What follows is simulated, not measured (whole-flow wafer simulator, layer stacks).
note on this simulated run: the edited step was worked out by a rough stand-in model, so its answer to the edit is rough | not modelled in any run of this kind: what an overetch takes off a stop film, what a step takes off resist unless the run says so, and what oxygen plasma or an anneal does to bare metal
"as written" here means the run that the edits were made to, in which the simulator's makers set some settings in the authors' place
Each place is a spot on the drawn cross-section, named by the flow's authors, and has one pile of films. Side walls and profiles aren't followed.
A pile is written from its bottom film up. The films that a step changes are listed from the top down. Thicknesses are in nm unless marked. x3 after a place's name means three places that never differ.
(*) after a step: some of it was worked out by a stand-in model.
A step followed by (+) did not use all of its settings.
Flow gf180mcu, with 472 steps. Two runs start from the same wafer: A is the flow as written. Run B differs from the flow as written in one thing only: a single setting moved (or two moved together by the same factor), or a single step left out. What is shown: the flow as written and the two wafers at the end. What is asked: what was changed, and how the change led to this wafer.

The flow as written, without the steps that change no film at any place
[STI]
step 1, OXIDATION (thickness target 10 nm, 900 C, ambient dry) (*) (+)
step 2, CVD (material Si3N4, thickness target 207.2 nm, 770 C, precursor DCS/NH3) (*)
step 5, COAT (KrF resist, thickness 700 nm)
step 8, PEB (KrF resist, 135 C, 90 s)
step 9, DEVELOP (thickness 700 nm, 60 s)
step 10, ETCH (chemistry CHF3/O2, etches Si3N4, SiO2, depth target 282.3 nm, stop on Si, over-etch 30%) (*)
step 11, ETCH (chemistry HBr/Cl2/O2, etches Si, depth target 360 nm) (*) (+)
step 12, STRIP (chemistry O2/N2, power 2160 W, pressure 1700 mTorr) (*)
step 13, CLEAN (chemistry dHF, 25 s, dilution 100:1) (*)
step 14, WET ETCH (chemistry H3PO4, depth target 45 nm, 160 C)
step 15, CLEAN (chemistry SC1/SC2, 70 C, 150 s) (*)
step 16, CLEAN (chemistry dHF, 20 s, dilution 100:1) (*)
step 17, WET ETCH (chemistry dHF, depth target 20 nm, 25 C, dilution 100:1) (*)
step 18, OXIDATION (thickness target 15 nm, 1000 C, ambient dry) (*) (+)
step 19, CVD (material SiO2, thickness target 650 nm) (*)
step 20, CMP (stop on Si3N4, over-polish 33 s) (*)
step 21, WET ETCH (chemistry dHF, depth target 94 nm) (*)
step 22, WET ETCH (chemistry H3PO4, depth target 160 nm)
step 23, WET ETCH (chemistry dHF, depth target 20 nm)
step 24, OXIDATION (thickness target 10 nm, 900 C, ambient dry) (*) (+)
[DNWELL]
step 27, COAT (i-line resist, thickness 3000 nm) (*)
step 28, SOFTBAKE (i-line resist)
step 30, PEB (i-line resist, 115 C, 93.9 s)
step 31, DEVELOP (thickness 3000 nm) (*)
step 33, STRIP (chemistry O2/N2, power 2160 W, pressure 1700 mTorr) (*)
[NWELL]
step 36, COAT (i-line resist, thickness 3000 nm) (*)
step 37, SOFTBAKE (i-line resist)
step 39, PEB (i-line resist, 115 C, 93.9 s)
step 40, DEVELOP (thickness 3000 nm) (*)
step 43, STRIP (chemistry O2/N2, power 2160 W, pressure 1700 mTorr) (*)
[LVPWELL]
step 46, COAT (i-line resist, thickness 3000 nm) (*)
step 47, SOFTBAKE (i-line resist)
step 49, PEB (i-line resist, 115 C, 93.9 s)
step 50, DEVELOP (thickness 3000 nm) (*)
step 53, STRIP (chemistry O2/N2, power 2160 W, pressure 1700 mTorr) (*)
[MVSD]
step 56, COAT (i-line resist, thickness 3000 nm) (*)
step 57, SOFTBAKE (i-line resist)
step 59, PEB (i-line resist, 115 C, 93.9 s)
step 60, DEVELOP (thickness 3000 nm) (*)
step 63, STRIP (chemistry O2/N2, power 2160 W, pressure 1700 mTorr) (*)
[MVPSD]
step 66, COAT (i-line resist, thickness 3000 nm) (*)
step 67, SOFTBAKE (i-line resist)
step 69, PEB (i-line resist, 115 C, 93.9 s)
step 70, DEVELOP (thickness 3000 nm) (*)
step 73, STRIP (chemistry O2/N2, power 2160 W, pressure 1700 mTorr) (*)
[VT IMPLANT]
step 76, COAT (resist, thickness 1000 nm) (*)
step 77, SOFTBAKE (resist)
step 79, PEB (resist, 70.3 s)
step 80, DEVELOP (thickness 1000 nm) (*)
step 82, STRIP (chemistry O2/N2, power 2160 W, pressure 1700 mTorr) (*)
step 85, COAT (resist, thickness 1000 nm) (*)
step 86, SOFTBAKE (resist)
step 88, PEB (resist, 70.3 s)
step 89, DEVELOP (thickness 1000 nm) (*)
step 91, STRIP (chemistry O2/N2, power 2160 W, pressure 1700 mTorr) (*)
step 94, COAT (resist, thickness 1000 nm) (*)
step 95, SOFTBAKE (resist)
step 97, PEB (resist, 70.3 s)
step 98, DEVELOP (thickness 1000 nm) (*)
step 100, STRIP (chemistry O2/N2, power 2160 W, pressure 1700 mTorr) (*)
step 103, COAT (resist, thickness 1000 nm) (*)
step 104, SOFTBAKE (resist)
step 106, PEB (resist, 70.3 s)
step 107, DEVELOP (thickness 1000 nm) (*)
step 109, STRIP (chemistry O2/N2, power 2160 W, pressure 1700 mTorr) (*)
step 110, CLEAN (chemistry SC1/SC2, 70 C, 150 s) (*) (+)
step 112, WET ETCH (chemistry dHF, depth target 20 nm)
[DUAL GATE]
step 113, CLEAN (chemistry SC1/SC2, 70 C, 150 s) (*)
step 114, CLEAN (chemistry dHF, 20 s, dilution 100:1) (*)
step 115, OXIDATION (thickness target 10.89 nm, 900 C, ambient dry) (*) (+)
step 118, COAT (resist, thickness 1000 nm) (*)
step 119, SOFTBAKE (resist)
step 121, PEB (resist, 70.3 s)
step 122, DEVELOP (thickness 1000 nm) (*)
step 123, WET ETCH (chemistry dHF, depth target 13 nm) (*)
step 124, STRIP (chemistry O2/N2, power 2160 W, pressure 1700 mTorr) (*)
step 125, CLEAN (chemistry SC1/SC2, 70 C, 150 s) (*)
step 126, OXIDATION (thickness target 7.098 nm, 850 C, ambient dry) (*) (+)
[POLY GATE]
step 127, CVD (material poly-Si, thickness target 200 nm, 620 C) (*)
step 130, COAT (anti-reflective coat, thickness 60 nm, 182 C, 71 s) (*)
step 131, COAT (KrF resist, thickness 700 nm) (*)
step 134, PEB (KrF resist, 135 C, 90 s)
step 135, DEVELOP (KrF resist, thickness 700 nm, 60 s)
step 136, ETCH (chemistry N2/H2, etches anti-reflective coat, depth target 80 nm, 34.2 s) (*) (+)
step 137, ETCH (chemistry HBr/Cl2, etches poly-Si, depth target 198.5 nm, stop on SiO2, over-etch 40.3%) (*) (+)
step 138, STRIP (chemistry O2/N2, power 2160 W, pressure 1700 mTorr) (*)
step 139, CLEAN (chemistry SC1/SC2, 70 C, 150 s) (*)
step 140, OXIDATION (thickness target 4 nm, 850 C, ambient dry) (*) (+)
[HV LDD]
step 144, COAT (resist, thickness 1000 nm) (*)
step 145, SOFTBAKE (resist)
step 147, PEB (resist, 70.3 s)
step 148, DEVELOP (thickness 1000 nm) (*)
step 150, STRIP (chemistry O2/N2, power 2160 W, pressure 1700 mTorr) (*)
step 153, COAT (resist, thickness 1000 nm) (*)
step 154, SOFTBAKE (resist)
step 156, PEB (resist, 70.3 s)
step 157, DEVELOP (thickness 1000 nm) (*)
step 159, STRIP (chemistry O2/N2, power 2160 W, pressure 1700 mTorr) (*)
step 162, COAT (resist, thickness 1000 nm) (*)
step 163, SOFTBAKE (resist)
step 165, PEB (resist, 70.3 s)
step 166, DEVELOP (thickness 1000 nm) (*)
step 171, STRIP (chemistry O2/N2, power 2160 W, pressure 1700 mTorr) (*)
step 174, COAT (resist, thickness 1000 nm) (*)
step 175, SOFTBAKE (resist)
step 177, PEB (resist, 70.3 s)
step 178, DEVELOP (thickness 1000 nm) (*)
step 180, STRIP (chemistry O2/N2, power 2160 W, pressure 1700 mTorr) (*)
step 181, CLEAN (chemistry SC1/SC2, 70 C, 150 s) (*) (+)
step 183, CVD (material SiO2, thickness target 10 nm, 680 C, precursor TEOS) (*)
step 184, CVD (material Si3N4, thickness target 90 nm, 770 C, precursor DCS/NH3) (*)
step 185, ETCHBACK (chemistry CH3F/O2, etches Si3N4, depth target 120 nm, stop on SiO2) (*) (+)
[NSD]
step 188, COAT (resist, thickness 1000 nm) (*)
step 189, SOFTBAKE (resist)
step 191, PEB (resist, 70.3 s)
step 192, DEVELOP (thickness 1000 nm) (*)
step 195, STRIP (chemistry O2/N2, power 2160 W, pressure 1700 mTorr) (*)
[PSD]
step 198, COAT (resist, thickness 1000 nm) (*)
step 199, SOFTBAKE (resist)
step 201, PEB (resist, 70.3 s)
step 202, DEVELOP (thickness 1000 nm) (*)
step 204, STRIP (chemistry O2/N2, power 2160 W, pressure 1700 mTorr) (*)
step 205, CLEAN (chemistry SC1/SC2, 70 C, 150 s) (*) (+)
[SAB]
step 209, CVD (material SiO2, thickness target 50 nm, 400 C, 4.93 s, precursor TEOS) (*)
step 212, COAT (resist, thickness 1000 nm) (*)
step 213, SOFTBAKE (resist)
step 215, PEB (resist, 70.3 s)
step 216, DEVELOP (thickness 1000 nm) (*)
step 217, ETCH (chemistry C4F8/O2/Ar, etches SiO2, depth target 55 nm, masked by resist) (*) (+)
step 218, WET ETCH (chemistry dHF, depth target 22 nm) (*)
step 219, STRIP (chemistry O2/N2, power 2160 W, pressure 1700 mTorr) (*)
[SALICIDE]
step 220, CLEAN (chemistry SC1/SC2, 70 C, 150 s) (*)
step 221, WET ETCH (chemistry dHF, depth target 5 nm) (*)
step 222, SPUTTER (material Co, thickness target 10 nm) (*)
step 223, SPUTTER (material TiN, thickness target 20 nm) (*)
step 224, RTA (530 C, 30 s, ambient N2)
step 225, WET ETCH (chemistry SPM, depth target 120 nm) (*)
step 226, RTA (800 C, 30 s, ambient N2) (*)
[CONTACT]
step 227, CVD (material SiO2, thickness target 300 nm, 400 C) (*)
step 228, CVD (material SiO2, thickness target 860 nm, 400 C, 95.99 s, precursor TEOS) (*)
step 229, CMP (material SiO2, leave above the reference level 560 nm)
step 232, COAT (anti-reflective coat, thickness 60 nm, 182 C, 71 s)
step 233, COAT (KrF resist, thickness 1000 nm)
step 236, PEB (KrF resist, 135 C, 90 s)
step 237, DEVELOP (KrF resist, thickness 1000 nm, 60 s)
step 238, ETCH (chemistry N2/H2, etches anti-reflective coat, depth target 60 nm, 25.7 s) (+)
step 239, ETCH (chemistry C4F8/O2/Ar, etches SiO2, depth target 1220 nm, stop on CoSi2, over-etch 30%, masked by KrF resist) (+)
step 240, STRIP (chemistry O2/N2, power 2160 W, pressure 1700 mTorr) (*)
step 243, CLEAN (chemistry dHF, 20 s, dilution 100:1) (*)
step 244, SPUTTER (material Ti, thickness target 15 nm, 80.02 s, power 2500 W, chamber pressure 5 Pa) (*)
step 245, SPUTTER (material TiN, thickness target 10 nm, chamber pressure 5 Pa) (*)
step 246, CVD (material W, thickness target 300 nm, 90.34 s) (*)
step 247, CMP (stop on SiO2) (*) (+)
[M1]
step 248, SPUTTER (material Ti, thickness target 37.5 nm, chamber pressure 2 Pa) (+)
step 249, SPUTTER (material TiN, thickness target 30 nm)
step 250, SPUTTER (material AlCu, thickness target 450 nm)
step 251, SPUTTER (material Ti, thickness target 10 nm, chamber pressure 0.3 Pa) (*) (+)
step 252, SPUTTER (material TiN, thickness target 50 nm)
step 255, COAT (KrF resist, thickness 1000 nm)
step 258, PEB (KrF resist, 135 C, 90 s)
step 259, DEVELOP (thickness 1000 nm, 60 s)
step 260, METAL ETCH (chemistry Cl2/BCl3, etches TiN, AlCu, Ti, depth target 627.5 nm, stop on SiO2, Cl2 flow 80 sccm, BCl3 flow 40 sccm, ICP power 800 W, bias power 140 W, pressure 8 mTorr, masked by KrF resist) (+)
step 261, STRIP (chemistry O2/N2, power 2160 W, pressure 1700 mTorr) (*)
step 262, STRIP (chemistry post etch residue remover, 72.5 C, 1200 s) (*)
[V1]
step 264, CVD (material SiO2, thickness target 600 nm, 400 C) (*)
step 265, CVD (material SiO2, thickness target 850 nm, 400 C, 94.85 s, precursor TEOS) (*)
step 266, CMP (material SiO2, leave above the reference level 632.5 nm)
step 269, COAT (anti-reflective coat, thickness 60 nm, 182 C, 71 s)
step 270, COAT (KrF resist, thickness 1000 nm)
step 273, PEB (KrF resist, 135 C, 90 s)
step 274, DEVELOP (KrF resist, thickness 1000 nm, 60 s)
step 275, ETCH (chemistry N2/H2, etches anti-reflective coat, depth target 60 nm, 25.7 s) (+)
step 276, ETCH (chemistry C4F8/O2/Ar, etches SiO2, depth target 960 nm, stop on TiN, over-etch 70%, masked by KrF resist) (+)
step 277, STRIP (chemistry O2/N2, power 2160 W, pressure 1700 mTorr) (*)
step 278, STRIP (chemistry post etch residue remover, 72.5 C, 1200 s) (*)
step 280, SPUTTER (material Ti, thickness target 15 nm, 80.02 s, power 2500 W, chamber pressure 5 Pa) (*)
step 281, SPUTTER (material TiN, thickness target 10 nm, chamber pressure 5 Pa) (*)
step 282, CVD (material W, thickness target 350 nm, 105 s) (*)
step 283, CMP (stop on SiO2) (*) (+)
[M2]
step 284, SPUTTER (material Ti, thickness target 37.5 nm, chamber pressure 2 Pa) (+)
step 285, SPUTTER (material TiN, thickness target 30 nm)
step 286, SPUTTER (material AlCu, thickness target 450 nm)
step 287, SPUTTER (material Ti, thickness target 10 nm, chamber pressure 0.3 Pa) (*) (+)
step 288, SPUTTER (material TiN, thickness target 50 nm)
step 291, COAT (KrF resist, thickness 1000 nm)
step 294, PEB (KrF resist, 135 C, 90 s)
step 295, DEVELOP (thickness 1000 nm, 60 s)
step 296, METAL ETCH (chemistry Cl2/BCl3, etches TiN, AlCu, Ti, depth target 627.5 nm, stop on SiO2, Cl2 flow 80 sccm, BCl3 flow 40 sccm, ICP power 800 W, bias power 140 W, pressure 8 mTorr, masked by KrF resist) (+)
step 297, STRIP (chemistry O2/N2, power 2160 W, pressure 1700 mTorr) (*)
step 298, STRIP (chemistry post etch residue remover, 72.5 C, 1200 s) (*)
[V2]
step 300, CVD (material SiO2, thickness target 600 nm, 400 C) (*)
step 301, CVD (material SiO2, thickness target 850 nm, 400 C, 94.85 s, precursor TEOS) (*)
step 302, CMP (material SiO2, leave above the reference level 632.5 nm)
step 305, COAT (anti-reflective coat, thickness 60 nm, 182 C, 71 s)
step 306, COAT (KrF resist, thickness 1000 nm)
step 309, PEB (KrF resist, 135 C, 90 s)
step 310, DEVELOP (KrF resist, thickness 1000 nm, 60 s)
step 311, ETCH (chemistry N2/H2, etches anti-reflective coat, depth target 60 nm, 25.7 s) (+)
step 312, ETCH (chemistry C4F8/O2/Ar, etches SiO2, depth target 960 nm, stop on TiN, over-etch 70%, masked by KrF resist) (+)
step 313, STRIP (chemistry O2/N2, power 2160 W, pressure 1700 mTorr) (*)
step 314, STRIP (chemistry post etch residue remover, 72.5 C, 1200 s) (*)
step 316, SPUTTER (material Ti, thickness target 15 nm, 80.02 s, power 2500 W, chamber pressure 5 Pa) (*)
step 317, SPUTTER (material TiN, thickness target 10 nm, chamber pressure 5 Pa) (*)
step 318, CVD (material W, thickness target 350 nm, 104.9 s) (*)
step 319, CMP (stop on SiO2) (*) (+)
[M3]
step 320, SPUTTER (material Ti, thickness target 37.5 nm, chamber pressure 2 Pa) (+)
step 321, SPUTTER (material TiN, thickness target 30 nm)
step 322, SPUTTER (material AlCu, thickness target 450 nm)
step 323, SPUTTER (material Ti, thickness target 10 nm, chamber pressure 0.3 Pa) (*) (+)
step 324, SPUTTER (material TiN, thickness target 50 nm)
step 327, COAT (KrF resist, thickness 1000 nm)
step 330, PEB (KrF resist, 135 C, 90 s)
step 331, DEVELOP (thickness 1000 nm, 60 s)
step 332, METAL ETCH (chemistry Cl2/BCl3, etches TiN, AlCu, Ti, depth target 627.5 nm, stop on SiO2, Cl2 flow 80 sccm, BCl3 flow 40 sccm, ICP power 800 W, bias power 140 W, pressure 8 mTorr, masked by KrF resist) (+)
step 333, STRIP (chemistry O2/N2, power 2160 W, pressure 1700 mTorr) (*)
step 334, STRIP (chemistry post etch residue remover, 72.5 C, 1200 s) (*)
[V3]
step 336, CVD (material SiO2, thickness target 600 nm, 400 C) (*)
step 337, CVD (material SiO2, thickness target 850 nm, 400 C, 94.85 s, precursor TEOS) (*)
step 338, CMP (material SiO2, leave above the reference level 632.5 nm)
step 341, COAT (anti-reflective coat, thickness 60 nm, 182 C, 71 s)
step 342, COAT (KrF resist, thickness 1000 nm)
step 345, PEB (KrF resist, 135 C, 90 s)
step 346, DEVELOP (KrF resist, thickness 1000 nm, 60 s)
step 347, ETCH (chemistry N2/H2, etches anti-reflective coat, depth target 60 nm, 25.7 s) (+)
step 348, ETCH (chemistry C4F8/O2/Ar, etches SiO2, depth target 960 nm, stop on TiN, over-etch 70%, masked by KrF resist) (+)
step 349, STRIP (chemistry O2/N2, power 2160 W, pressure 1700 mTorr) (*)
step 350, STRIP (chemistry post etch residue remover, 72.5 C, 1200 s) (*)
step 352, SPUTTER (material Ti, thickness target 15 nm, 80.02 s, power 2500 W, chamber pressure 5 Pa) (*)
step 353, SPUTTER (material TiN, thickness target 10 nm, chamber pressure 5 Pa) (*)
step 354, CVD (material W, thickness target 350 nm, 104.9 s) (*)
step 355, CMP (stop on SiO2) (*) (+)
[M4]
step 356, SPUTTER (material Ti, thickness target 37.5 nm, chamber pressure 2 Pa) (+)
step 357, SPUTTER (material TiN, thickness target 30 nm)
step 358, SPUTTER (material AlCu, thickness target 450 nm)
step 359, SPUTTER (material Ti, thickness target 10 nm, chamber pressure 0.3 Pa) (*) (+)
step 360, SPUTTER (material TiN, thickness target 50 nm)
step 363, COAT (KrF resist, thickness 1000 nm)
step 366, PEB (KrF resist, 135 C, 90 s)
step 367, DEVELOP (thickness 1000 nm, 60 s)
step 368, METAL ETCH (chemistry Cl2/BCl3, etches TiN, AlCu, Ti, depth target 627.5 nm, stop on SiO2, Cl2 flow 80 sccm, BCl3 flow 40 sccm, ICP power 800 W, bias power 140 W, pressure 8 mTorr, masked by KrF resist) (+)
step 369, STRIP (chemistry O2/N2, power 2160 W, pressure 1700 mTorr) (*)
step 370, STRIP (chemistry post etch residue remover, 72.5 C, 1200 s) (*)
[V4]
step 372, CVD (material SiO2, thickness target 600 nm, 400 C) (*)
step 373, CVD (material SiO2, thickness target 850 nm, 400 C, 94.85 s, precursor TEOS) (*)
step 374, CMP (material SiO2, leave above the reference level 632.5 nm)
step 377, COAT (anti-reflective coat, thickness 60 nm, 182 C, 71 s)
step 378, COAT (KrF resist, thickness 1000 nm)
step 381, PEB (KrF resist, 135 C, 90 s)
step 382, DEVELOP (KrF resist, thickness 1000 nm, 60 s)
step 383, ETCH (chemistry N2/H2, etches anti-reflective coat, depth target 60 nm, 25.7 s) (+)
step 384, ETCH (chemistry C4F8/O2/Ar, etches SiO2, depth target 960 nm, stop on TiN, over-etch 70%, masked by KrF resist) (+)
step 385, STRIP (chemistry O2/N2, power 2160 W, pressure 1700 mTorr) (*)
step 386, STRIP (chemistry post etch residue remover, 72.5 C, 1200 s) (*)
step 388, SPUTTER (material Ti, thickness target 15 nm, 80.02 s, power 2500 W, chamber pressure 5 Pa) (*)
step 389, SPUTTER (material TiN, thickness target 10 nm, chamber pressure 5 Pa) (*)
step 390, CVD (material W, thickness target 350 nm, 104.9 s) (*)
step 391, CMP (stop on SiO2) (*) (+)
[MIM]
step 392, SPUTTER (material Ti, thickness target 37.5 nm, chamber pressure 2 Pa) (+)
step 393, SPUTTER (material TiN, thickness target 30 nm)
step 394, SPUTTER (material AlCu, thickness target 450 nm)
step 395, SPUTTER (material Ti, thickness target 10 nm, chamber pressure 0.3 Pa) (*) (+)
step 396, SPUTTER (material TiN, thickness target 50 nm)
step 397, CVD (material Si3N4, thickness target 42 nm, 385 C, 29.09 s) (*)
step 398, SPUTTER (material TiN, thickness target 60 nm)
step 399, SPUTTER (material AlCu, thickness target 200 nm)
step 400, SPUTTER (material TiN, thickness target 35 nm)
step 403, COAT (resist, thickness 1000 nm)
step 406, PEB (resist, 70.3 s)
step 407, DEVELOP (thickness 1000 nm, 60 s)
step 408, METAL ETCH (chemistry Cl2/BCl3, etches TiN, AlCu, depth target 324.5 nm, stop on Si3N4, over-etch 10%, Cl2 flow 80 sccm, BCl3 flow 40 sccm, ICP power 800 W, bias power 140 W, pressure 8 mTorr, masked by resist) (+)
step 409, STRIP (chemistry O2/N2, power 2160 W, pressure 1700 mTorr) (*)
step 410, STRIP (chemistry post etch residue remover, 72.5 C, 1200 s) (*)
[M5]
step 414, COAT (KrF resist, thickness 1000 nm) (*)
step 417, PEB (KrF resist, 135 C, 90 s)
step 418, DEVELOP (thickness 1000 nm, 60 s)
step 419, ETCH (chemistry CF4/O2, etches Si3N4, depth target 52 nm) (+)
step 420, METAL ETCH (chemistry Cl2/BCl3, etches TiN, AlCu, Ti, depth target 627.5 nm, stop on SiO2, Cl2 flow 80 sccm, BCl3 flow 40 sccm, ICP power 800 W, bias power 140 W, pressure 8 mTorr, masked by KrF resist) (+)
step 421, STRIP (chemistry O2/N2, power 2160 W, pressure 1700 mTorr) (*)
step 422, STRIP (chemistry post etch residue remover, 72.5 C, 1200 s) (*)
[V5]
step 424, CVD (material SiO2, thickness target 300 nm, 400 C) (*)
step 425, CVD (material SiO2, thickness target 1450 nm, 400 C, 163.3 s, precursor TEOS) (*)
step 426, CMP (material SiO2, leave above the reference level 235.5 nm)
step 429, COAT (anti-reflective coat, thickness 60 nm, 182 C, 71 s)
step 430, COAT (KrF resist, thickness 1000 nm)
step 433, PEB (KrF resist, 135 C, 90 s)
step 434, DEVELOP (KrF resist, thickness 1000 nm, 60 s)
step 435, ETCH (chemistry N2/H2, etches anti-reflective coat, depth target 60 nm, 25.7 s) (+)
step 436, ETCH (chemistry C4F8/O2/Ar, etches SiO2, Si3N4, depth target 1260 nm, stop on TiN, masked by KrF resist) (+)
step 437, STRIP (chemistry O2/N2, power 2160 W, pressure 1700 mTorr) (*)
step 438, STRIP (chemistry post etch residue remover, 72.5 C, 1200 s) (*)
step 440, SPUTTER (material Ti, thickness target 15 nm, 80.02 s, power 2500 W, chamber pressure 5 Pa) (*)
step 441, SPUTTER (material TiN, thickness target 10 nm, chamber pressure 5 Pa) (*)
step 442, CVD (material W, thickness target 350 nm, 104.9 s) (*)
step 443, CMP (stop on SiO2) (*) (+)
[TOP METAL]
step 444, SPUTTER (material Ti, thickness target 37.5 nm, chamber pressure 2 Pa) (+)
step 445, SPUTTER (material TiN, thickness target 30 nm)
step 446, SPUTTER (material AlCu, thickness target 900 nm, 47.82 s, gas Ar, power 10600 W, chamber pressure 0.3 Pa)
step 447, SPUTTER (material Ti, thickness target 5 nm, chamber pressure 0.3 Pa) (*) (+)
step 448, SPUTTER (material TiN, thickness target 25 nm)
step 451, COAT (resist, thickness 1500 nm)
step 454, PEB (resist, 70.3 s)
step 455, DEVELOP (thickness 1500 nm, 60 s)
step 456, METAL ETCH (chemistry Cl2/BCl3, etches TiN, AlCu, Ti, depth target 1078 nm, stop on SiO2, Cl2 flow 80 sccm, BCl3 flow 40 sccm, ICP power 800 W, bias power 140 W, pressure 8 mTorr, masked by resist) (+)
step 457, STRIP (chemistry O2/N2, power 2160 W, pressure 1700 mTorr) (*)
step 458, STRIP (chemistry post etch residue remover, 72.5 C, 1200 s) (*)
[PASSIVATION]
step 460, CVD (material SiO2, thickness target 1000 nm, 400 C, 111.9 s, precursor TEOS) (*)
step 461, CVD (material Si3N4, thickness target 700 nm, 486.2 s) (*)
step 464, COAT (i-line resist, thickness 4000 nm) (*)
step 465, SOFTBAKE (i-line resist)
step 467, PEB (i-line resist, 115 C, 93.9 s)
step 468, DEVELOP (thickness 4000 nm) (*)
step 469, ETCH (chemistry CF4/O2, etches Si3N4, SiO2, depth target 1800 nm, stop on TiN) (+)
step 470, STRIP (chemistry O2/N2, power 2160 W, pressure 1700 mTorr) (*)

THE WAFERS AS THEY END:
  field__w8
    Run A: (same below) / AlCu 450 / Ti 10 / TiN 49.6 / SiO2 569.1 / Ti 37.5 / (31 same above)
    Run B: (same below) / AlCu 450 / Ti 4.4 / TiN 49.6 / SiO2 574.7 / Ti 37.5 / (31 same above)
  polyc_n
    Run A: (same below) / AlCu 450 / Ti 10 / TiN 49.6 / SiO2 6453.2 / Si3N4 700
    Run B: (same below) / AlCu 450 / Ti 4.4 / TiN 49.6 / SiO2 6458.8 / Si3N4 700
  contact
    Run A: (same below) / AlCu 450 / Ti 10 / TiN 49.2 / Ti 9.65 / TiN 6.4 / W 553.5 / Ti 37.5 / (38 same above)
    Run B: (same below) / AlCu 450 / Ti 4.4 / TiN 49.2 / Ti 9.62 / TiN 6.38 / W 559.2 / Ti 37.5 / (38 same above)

Cause: step 251, SPUTTER: thickness target 4.4 nm was run, though the flow has thickness target 10 nm.
One can read it off the wafer: field__w8 has Ti 4.4, and step 251 as written asks for 10 nm.

Step by step, how the change led to this:
  step 251, SPUTTER (material Ti, thickness target 10 nm, chamber pressure 0.3 Pa) (*) (+)
      field, field__w1, field__w2 and 108 more: A Ti gains 10 (new film) | B Ti gains 4.4 (new film)
  step 260, METAL ETCH (chemistry Cl2/BCl3, etches TiN, AlCu, Ti, depth target 627.5 nm, stop on SiO2, Cl2 flow 80 sccm, BCl3 flow 40 sccm, ICP power 800 W, bias power 140 W, pressure 8 mTorr, masked by KrF resist) (+)
      field, field__w1, field__w2 and 99 more: A TiN loses 50 (all of it), Ti loses 10 (all of it), AlCu loses 450 (all of it), TiN loses 30 (all of it), Ti loses 37.5 (all of it) | B TiN loses 50 (all of it), Ti loses 4.4 (all of it), AlCu loses 450 (all of it), TiN loses 30 (all of it), Ti loses 37.5 (all of it)
